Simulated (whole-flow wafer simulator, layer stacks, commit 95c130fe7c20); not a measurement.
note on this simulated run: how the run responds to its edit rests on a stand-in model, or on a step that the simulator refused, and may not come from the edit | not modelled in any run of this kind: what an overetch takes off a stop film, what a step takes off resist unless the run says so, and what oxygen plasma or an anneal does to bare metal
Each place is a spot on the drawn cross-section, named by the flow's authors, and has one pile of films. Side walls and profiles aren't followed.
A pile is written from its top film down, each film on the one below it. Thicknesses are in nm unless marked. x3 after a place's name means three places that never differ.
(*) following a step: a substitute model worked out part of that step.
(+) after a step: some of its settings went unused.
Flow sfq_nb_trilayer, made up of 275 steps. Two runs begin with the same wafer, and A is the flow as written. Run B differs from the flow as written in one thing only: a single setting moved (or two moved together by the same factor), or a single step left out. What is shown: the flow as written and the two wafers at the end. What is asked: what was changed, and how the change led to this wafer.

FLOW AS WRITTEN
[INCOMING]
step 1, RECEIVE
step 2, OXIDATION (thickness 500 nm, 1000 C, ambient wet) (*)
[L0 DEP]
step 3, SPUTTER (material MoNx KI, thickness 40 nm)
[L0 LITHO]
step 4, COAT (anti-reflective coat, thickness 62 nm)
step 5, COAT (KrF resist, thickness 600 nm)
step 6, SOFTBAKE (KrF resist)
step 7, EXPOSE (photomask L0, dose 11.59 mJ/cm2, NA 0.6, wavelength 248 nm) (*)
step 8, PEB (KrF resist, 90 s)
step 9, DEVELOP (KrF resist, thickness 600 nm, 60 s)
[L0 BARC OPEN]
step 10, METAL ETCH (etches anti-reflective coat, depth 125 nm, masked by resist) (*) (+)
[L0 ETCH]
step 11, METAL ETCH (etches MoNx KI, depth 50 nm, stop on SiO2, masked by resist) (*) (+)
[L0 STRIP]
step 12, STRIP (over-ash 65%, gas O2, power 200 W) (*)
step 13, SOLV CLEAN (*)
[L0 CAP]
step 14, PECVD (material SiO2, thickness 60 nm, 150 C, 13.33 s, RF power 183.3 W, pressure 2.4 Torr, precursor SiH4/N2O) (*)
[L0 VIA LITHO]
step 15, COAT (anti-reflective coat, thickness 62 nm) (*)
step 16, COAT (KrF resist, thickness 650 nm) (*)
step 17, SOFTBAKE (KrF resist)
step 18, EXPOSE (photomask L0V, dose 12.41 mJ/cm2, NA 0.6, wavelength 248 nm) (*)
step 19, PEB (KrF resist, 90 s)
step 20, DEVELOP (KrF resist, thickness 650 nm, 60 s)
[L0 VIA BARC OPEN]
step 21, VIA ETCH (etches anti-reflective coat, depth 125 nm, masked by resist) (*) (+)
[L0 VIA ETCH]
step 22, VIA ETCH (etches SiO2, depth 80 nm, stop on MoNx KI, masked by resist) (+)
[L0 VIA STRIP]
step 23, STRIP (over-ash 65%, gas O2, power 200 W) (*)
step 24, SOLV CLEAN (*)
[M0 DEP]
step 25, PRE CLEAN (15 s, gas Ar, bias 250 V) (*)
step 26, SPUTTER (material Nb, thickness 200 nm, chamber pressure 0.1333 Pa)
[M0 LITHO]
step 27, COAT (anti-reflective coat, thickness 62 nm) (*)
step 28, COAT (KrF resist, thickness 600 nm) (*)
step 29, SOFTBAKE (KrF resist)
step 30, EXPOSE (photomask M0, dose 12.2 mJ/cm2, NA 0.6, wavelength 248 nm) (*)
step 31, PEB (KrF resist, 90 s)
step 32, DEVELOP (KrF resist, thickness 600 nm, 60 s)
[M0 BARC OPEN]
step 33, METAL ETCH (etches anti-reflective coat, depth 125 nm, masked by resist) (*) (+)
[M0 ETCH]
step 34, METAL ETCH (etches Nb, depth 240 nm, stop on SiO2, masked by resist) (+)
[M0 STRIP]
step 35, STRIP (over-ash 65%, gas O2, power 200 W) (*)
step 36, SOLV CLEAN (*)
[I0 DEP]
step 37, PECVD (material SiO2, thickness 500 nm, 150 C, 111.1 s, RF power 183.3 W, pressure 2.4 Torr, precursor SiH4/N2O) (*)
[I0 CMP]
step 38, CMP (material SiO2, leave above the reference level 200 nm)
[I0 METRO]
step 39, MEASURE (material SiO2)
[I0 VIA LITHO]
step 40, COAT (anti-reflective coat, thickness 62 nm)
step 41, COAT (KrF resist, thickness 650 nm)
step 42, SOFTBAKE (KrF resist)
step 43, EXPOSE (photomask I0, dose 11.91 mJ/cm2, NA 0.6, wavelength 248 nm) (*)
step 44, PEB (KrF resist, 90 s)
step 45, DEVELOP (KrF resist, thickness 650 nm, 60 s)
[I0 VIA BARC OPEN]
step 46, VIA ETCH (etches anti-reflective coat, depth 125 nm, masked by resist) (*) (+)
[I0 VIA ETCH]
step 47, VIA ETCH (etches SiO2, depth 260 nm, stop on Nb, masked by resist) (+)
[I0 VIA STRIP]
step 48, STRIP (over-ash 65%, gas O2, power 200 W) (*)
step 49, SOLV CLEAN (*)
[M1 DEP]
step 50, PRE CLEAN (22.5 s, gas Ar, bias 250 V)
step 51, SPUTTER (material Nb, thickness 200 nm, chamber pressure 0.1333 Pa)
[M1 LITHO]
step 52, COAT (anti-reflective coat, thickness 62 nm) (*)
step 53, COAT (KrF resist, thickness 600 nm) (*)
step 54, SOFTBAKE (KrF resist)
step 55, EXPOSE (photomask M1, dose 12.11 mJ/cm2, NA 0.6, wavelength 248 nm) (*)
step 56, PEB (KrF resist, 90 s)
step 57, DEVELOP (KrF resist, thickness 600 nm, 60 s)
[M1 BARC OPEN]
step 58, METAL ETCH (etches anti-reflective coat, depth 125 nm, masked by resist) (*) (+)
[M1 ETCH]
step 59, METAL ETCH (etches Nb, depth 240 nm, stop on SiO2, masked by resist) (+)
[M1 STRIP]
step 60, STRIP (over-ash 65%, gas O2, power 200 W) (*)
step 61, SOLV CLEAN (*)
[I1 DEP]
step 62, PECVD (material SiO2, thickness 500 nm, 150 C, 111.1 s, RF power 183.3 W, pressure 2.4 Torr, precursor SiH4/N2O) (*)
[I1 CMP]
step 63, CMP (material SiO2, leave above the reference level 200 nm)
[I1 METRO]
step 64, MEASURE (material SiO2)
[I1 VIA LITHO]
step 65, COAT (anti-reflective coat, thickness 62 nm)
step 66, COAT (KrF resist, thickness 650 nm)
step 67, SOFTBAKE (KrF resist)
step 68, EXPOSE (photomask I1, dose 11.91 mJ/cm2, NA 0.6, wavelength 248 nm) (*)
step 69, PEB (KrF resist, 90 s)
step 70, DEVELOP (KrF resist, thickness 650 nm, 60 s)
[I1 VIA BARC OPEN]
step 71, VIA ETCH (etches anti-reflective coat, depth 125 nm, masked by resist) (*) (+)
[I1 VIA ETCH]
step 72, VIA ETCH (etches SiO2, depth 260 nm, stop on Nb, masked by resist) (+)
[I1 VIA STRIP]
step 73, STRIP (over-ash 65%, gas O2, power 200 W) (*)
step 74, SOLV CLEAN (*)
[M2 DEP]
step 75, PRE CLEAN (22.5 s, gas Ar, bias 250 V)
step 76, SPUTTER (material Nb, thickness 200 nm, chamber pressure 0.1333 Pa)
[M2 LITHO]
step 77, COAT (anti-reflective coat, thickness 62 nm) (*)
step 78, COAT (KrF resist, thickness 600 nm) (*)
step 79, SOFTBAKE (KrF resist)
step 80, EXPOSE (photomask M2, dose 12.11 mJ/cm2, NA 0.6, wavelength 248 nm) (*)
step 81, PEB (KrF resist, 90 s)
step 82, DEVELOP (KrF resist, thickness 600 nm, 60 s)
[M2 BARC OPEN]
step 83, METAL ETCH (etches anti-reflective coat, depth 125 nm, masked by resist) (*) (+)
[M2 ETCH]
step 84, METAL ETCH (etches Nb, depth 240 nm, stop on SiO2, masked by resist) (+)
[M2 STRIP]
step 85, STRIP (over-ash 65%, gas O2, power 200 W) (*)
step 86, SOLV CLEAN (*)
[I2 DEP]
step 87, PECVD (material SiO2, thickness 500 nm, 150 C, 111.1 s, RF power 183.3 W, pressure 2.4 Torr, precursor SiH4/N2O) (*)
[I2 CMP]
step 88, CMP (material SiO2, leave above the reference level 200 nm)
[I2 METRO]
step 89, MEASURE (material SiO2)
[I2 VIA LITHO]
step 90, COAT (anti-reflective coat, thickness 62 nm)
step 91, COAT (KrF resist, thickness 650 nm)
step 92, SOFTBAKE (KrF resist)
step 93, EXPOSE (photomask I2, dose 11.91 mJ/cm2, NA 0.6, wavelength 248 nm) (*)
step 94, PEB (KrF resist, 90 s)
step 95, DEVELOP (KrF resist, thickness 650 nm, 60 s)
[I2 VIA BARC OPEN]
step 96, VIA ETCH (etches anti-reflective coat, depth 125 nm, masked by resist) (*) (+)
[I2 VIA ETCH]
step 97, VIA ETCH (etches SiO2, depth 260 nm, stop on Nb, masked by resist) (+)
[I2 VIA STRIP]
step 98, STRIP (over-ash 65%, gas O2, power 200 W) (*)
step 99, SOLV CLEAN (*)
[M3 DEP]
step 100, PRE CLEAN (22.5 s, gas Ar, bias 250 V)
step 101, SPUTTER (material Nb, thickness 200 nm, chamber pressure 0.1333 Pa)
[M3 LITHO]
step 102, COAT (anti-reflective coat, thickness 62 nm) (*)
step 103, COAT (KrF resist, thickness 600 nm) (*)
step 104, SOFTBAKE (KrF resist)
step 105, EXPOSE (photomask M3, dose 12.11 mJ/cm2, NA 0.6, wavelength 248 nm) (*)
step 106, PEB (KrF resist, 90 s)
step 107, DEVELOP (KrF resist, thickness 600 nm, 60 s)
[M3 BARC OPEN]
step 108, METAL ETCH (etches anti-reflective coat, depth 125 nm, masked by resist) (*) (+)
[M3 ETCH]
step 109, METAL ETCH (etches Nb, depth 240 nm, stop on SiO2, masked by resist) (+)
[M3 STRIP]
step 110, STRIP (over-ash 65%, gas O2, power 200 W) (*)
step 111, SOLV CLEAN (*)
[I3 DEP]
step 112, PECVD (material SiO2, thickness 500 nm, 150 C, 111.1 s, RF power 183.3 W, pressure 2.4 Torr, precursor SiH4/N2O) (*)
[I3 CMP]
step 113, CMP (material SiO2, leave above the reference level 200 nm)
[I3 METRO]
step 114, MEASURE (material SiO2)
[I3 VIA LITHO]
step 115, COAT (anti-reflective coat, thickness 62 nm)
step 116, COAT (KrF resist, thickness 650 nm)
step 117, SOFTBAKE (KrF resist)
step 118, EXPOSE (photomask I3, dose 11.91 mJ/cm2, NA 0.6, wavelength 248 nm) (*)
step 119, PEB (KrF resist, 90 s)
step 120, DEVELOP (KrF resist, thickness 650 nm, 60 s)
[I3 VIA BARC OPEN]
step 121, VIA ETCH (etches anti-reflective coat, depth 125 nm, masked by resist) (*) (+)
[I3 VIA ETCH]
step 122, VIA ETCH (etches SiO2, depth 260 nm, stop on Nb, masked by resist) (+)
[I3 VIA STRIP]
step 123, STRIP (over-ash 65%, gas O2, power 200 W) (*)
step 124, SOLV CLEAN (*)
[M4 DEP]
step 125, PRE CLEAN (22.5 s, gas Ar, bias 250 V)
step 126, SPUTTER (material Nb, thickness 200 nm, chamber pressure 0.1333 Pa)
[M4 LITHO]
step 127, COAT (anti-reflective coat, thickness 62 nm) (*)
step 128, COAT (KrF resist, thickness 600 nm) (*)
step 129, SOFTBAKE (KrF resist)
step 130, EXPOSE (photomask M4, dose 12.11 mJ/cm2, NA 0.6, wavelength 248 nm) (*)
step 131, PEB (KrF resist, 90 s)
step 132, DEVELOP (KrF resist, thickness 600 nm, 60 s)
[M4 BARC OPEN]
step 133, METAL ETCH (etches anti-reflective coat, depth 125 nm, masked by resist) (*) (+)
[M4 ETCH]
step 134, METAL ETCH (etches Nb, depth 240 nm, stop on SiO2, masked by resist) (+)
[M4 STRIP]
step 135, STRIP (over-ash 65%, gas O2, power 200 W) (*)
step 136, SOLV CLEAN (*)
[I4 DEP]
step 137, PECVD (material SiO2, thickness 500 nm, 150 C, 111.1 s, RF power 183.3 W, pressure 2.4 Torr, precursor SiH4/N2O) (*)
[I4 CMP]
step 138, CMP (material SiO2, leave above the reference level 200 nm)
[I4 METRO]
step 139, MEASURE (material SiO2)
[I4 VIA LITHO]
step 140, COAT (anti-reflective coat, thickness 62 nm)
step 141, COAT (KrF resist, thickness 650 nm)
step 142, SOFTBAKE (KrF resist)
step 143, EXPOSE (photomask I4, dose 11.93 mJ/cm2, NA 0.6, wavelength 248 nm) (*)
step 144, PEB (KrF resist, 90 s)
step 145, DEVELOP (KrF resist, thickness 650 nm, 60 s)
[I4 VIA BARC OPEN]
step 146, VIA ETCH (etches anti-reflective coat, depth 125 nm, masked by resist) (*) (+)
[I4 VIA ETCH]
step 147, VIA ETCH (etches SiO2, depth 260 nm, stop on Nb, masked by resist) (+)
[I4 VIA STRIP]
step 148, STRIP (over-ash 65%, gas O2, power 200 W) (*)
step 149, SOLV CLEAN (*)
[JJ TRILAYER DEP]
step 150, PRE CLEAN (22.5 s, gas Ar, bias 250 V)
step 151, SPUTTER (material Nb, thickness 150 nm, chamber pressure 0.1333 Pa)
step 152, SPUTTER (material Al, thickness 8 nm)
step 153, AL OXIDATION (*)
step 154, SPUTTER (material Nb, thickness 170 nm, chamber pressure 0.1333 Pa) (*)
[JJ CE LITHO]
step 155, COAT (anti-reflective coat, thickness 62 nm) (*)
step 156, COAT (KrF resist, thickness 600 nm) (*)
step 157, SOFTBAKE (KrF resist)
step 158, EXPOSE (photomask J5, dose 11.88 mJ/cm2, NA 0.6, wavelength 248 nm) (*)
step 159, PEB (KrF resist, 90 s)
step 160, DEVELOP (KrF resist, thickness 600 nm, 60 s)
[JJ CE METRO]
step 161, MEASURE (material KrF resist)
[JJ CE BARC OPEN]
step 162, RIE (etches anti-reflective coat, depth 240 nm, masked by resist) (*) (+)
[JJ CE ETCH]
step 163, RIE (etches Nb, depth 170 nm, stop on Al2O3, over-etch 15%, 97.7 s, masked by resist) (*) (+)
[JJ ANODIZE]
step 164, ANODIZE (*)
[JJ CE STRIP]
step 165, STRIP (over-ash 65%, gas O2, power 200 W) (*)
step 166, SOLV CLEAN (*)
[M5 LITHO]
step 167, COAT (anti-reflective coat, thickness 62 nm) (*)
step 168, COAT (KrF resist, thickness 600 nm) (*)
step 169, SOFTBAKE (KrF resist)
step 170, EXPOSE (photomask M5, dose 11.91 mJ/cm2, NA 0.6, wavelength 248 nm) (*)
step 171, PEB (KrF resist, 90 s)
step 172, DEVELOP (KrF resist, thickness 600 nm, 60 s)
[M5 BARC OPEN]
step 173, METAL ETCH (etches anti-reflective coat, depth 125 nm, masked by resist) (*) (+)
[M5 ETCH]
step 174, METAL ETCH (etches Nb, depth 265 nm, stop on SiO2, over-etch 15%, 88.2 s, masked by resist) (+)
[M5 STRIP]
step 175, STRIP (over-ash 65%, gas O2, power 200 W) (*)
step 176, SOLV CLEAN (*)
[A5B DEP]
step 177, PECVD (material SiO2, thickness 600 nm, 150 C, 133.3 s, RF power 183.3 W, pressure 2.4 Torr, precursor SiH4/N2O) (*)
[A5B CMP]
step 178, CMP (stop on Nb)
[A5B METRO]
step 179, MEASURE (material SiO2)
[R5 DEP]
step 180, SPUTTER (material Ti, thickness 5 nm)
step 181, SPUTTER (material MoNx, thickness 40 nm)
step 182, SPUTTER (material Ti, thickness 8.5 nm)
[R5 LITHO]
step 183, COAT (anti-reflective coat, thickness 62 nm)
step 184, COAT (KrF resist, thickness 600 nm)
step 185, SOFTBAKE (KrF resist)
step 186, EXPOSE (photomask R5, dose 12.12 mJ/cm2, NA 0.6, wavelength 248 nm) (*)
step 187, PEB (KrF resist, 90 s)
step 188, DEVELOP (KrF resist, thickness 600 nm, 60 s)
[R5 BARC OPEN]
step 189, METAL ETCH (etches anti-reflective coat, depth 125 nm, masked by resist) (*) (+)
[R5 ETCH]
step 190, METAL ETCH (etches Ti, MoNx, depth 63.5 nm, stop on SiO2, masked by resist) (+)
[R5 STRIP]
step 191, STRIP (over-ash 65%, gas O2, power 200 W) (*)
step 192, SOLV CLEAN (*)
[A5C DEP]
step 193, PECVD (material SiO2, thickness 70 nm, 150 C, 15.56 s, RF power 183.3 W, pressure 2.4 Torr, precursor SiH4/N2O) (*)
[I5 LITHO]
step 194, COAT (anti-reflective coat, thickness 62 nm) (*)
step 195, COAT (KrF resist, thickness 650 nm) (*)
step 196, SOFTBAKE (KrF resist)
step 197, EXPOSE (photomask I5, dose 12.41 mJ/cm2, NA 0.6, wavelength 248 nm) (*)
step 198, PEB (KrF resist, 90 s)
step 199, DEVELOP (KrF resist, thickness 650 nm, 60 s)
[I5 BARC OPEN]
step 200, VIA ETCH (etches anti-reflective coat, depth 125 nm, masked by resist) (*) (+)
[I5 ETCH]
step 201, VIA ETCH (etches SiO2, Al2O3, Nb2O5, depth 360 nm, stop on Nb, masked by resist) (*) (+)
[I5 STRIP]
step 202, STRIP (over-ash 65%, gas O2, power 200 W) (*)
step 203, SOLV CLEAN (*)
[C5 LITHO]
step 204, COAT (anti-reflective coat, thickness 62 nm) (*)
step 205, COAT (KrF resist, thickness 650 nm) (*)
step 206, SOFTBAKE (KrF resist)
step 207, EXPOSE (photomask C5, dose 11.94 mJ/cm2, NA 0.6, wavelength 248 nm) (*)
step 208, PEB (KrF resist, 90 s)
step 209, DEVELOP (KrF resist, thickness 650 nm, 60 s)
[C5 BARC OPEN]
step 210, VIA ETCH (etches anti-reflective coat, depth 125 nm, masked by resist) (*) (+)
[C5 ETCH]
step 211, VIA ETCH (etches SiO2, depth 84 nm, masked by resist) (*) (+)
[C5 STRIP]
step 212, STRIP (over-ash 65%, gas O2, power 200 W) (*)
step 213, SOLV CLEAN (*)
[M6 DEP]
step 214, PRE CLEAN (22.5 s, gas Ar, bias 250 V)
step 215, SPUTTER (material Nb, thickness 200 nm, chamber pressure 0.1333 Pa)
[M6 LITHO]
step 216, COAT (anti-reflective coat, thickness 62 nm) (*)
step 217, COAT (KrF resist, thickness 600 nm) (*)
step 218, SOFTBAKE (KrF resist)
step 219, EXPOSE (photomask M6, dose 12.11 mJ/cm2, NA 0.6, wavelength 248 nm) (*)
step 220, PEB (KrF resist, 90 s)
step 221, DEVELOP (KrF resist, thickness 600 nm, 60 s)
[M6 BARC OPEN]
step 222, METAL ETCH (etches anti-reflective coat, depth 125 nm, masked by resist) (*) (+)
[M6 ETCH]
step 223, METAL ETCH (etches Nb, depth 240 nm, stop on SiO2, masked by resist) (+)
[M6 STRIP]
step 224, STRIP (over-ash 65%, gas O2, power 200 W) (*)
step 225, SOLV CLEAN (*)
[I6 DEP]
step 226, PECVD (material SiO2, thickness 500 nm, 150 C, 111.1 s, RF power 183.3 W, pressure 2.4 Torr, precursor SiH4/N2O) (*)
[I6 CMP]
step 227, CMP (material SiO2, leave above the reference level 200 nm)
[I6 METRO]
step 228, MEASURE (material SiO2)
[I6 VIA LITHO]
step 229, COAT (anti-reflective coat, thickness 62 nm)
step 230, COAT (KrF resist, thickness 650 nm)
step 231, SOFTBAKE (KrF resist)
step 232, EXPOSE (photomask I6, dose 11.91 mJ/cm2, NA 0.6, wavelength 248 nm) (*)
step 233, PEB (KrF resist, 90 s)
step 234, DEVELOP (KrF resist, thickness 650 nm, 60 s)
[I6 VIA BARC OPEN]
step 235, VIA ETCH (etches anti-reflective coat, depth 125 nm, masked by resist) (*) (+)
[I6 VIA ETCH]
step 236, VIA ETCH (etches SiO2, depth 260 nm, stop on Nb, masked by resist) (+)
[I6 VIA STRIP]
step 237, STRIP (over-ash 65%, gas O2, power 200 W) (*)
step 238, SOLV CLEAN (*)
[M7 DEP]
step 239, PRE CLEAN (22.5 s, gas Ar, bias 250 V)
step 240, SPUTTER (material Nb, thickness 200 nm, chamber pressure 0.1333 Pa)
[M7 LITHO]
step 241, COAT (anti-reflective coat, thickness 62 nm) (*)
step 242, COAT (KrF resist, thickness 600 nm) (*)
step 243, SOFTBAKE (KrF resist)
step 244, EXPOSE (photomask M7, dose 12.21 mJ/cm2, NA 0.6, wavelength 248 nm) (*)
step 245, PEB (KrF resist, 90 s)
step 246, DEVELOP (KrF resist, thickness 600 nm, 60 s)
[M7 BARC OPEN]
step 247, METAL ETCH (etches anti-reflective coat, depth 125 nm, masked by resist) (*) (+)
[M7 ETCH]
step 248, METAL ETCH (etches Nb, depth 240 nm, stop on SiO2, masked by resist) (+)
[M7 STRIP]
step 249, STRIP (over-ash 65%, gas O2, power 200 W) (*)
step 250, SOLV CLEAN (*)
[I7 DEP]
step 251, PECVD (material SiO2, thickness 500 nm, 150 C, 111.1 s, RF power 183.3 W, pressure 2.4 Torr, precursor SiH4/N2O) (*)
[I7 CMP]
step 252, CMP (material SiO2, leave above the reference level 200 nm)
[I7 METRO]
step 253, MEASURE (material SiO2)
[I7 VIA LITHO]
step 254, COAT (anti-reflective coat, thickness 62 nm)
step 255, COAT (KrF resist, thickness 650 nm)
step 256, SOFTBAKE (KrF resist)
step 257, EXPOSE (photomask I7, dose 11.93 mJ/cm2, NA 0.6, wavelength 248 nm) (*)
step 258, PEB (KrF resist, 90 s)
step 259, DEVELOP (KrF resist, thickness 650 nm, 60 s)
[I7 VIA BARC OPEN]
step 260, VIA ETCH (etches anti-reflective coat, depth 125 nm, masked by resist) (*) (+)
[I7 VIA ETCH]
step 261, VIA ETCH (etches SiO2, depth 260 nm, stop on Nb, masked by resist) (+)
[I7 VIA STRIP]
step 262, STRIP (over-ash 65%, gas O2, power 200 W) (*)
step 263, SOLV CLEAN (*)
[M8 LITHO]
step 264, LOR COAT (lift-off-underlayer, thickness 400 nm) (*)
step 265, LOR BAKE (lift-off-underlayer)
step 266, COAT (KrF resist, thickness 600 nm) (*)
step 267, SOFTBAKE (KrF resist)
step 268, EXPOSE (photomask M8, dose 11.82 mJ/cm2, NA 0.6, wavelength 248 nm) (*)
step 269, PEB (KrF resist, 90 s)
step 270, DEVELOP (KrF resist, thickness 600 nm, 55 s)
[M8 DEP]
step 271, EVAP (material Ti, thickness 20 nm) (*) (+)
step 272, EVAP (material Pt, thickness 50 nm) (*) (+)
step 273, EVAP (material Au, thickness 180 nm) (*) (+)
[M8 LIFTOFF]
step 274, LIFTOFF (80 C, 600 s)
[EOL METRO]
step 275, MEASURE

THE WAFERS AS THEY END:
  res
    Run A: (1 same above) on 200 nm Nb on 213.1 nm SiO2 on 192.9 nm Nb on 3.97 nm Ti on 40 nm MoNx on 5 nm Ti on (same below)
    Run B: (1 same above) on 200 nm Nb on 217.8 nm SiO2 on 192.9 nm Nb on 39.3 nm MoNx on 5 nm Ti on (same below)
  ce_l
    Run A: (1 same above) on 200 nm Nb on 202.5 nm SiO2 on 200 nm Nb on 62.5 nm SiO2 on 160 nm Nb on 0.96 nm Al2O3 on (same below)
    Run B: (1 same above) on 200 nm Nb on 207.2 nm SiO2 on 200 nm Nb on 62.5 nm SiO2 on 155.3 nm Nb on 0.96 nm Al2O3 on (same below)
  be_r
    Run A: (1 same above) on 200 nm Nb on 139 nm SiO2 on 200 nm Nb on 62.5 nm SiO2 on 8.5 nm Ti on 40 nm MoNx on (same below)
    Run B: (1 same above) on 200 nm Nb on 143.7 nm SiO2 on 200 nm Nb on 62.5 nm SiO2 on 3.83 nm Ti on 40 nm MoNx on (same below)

Cause: step 182, SPUTTER: thickness 3.83 nm was run, though the flow has thickness 8.5 nm.
The wafer itself shows it: be_r has Ti 3.83, and step 182 as written asks for 8.5 nm.

The path from the change to this, step by step:
  step 182, SPUTTER (material Ti, thickness 8.5 nm)
      field_l, v_sur, via_wl and 103 more: A +8.5 Ti (new film) | B +3.83 Ti (new film)
  step 190, METAL ETCH (etches Ti, MoNx, depth 63.5 nm, stop on SiO2, masked by resist) (+)
      field_l, v_sur, via_wl and 92 more: A -8.5 Ti (all of it), -40 MoNx (all of it), -5 Ti (all of it) | B -3.83 Ti (all of it), -40 MoNx (all of it), -5 Ti (all of it)
      ce_l, c5j, ce_r, wl_jj: A -8.5 Ti (all of it), -40 MoNx (all of it), -5 Ti (all of it), -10 Nb | B -3.83 Ti (all of it), -40 MoNx (all of it), -5 Ti (all of it), -14.7 Nb
  step 194, COAT (anti-reflective coat, thickness 62 nm) (*)
      r5r_spacepad_l, r5r_spacepad_r: A +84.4 anti-reflective coat (new film) | B +82.4 anti-reflective coat (new film)
      ce_l: A +67.2 anti-reflective coat (new film) | B +69.3 anti-reflective coat (new film)
      (and at 3 other places as well)
  step 202, STRIP (over-ash 65%, gas O2, power 200 W) (*)
      r5r_spacepad_l, r5r_spacepad_r: A -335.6 KrF resist (all of it), -84.4 anti-reflective coat (all of it) | B -335.4 KrF resist (all of it), -82.4 anti-reflective coat (all of it)
      ce_l: A -341.5 KrF resist (all of it), -67.2 anti-reflective coat (all of it) | B -342.7 KrF resist (all of it), -69.3 anti-reflective coat (all of it)
      (and at 3 other places as well)
  step 204, COAT (anti-reflective coat, thickness 62 nm) (*)
      r5r_spacepad_l, r5r_spacepad_r: A +84.4 anti-reflective coat (new film) | B +82.4 anti-reflective coat (new film)
      ce_l: A +66 anti-reflective coat (new film) | B +68.1 anti-reflective coat (new film)
      (and at 3 other places as well)
  step 212, STRIP (over-ash 65%, gas O2, power 200 W) (*)
      r5r_spacepad_l, r5r_spacepad_r: A -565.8 KrF resist (all of it), -84.4 anti-reflective coat (all of it) | B -565.2 KrF resist (all of it), -82.4 anti-reflective coat (all of it)
      ce_l: A -567.4 KrF resist (all of it), -66 anti-reflective coat (all of it) | B -568.3 KrF resist (all of it), -68.1 anti-reflective coat (all of it)
      (and at 3 other places as well)
  step 214, PRE CLEAN (22.5 s, gas Ar, bias 250 V)
      res: A -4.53 Ti | B -3.83 Ti (all of it), -0.69 MoNx
  step 216, COAT (anti-reflective coat, thickness 62 nm) (*)
      r5r_spacepad_l, r5r_spacepad_r: A +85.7 anti-reflective coat (new film) | B +83.4 anti-reflective coat (new film)
      ce_l: A +48 anti-reflective coat (new film) | B +49.5 anti-reflective coat (new film)
      (and at 3 other places as well)
  step 222, METAL ETCH (etches anti-reflective coat, depth 125 nm, masked by resist) (*) (+)
      r5r_spacepad_l, r5r_spacepad_r: A -85.7 anti-reflective coat (all of it) | B -83.4 anti-reflective coat (all of it)
  step 224, STRIP (over-ash 65%, gas O2, power 200 W) (*)
      ce_l: A -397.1 KrF resist (all of it), -48 anti-reflective coat (all of it) | B -398.8 KrF resist (all of it), -49.5 anti-reflective coat (all of it)
      ce_r: A -403.5 KrF resist (all of it), -48.8 anti-reflective coat (all of it) | B -404.7 KrF resist (all of it), -50.2 anti-reflective coat (all of it)
      (and at 2 other places as well)
  step 227, CMP (material SiO2, leave above the reference level 200 nm)
      r5r_line_l, r5r_line_c, r5r_line_r: A -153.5 SiO2 | B -148.8 SiO2
      r5r_spacepad_l, r5r_spacepad_r: A -153.5 SiO2 | B -146.3 SiO2
      (and at 1 other place as well)
